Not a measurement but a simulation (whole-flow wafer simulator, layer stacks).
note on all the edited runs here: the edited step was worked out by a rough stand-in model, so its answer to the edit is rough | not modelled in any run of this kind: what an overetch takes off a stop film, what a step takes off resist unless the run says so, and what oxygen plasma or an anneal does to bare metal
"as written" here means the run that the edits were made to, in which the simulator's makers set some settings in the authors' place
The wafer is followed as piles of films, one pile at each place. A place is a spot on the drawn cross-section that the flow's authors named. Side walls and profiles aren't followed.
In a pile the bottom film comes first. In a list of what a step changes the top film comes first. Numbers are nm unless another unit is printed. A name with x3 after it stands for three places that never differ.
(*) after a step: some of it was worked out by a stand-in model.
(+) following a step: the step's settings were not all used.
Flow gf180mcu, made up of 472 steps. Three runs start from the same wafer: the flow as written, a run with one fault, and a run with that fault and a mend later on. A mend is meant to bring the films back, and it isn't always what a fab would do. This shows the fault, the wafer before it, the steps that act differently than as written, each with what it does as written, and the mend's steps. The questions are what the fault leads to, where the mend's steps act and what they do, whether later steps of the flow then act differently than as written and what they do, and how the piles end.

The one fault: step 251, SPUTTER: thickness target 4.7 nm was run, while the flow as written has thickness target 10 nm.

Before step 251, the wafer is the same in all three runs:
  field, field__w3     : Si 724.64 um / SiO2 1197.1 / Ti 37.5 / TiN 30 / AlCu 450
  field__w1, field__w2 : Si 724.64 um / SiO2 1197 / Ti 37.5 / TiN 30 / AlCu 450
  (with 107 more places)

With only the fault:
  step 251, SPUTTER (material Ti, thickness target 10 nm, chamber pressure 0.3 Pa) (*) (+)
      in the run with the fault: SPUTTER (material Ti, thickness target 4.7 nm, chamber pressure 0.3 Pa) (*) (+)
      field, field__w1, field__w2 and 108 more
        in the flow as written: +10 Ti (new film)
        in the run with the fault: +4.7 Ti (new film)
  Later steps of the flow acting differently than as written (not shown: 5 more steps that differ only slightly, by at most 2% or 0.5 nm, whichever is larger):
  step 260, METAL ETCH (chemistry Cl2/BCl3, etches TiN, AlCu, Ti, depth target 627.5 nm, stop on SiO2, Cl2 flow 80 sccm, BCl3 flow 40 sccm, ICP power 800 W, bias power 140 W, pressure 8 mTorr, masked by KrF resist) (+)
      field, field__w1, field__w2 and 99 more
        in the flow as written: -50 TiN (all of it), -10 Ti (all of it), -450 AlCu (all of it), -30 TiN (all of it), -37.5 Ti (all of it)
        in the run with the fault: -50 TiN (all of it), -4.7 Ti (all of it), -450 AlCu (all of it), -30 TiN (all of it), -37.5 Ti (all of it)
  At field__w8, contact, m1 and 6 more, the piles at the end differ from the flow's by more than 2% or 0.5 nm, whichever is larger.
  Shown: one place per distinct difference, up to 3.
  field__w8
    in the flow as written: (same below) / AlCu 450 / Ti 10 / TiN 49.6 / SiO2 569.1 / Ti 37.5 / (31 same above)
    in the run with the fault: (same below) / AlCu 450 / Ti 4.7 / TiN 49.6 / SiO2 574.4 / Ti 37.5 / (31 same above)
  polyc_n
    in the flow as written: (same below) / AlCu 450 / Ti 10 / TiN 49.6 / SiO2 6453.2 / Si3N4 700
    in the run with the fault: (same below) / AlCu 450 / Ti 4.7 / TiN 49.6 / SiO2 6458.5 / Si3N4 700
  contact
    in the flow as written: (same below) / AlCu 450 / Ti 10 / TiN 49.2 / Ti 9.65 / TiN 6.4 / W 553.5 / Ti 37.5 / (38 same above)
    in the run with the fault: (same below) / AlCu 450 / Ti 4.7 / TiN 49.2 / Ti 9.62 / TiN 6.38 / W 558.8 / Ti 37.5 / (38 same above)

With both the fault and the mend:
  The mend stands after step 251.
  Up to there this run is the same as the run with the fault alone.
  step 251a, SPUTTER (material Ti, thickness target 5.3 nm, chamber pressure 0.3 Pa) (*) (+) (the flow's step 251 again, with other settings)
      field, field__w1, field__w2 and 108 more
        +5.3 Ti
  None of the later steps of the flow acts differently than as written at any place that is followed.
  The piles end the same as the flow's at every place that both follow.
